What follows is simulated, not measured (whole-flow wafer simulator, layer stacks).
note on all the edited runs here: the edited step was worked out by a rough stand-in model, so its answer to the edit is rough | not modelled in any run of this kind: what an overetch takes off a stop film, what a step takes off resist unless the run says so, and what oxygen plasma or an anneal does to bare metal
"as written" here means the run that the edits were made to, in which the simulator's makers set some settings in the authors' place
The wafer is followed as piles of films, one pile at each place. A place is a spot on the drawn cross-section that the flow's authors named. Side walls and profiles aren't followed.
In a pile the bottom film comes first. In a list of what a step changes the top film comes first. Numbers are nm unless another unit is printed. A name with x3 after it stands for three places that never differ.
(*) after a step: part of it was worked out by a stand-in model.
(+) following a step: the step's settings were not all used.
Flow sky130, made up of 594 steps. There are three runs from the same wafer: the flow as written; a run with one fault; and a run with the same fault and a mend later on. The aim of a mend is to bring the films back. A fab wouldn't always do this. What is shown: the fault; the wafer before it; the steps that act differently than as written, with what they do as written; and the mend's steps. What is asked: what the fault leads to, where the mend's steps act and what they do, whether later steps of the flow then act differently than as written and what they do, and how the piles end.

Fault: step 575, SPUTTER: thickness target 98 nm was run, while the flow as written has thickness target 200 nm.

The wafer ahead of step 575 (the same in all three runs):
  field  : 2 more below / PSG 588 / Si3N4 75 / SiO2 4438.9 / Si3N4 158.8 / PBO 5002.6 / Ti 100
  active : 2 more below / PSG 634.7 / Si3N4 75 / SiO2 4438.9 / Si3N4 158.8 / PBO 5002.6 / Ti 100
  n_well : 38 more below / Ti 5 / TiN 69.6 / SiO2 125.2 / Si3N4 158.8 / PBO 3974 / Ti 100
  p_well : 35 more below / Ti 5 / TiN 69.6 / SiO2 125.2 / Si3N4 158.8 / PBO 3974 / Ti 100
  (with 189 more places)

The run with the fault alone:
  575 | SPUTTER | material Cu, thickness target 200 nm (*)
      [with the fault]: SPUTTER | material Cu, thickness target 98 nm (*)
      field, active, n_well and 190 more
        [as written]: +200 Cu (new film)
        [with the fault]: +98 Cu (new film)
  Steps later in the flow that act otherwise than as written (6 more steps, not shown, differ only slightly: by at most 2% or 0.5 nm, whichever is larger):
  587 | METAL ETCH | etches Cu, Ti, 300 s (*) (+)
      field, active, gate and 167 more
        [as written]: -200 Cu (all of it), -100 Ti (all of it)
        [with the fault]: -98 Cu (all of it), -100 Ti (all of it)
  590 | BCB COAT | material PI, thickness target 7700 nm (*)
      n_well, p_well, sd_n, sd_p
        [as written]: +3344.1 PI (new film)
        [with the fault]: +3446.1 PI (new film)
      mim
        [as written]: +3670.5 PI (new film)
        [with the fault]: +3767.9 PI (new film)
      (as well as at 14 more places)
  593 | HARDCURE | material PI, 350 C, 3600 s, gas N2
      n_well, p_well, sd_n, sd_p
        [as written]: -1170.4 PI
        [with the fault]: -1206.1 PI
  By the end, the piles at n_well, p_well, sd_n and 20 more depart from the flow's by more than 2% or 0.5 nm, whichever is larger.
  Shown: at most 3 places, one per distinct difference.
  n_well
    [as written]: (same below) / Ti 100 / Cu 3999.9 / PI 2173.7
    [with the fault]: (same below) / Ti 100 / Cu 3897.9 / PI 2240
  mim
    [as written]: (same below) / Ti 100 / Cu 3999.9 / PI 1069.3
    [with the fault]: (same below) / Ti 100 / Cu 3897.9 / PI 1164.8
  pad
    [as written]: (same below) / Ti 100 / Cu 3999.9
    [with the fault]: (same below) / Ti 100 / Cu 3897.9

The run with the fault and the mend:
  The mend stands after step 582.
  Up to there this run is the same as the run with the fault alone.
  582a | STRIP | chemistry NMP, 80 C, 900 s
      wcut_nhv, wcut_phv, wcut_fox_pw and 23 more
        -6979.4 i-line resist (all of it)
      mim_edge_plate_strap, mim_edge_plate, mim_edge_gap, mim_edge_gap_sheet, vpp_l1ln, dnw_fox
        -6980.8 i-line resist (all of it)
      gate_len, gate_lvt_sd_len, gate_p_sd_len, gate_p_hvt_sd_len, gate_p_lvt_sd_len, gate_len_250
        -6982 i-line resist (all of it)
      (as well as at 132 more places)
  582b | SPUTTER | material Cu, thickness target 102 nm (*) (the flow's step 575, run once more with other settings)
      field, active, n_well and 190 more
        +102 Cu
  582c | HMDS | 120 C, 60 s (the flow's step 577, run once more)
      does not change any film at any place that is followed
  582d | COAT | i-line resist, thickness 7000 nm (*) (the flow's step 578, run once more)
      dice_street, wcut_nhv, wcut_phv and 18 more
        +7000 i-line resist (new film)
      poly_ln, iso_pw_fox, gate_lvt_sd, active_lvt, spacer_lvt, sonos_sd, sonos_cell_x, sonos_guard_x
        +7003.2 i-line resist (new film)
      vpp_iso2, mim_edge_plate_strap, mim_edge_plate, mim_edge_gap, mim_edge_gap_sheet, gate_hv_nvt, de16_nw_sti
        +7001.4 i-line resist (new film)
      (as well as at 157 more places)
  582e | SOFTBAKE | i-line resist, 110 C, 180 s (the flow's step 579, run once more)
      de16_gate_pw, de16_pw_fp, de16_pw_sti, de16_psrc_nw
        -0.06 i-line resist
      field, active_lvt
        +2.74 i-line resist
      mim, vcap_hvt
        -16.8 i-line resist
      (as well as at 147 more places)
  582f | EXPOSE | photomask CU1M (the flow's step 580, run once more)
      does not change any film at any place that is followed
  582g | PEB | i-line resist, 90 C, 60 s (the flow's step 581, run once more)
      field, active, n_well and 134 more
        -0.07 i-line resist
      pad
        -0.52 i-line resist
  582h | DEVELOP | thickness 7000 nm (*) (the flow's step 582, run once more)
      field, active, gate and 167 more
        -20.6 i-line resist
      n_well, p_well, sd_n, sd_p
        -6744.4 i-line resist (all of it)
      dep_nw_sti, dep_ntap_nw, de16_nw_sti
        -7000.7 i-line resist (all of it)
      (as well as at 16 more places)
  Later steps of the flow that are run all act as written at every place that is followed.
  The piles end the same as the flow's at every place that both follow.
